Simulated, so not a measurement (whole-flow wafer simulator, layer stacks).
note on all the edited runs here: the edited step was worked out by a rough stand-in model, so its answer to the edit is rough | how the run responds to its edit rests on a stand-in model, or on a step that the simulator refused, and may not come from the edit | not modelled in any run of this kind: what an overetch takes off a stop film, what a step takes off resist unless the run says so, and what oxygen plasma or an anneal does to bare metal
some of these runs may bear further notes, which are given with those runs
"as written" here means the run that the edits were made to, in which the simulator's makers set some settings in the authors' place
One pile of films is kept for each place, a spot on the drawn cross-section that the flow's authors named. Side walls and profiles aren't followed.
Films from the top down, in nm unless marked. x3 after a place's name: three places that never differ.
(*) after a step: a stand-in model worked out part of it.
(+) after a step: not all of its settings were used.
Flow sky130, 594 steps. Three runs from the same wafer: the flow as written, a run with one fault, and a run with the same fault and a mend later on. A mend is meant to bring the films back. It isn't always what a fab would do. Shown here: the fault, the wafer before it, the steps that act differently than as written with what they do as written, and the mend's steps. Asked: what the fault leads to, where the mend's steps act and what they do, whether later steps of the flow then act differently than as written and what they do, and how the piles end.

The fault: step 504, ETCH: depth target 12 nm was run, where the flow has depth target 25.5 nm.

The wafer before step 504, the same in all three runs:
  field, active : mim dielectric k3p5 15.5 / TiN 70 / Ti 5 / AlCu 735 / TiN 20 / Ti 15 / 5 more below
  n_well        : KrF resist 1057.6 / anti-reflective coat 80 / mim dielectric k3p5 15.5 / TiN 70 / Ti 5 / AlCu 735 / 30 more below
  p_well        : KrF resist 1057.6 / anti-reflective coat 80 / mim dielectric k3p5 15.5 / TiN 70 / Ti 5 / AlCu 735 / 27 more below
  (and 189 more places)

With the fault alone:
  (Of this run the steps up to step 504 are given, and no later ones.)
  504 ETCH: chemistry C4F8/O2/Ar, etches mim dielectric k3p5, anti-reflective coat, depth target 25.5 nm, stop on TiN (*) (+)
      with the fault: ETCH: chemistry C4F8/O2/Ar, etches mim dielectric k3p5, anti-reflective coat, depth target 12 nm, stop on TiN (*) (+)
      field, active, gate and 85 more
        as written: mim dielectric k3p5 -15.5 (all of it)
        with the fault: mim dielectric k3p5 -12
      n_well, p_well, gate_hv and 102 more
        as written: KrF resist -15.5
        with the fault: KrF resist -8
  After step 504 the piles differ from the flow's by more than 2% or 0.5 nm, whichever is larger, at field, active, gate and 85 more.
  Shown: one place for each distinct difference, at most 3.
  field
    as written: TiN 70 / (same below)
    with the fault: mim dielectric k3p5 3.5 / TiN 70 / (same below)

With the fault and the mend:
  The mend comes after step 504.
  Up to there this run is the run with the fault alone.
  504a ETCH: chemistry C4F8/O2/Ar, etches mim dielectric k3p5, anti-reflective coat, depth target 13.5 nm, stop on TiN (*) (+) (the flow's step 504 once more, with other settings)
      n_well, p_well, gate_hv and 102 more
        KrF resist -3.5
      field, active, gate and 85 more
        mim dielectric k3p5 -3.5 (all of it)
  No later step of the flow acts differently than as written, at any place that is followed, by more than 2% or 0.5 nm, whichever is larger.
  At the end the piles are the same as the flow's at every place that both follow.
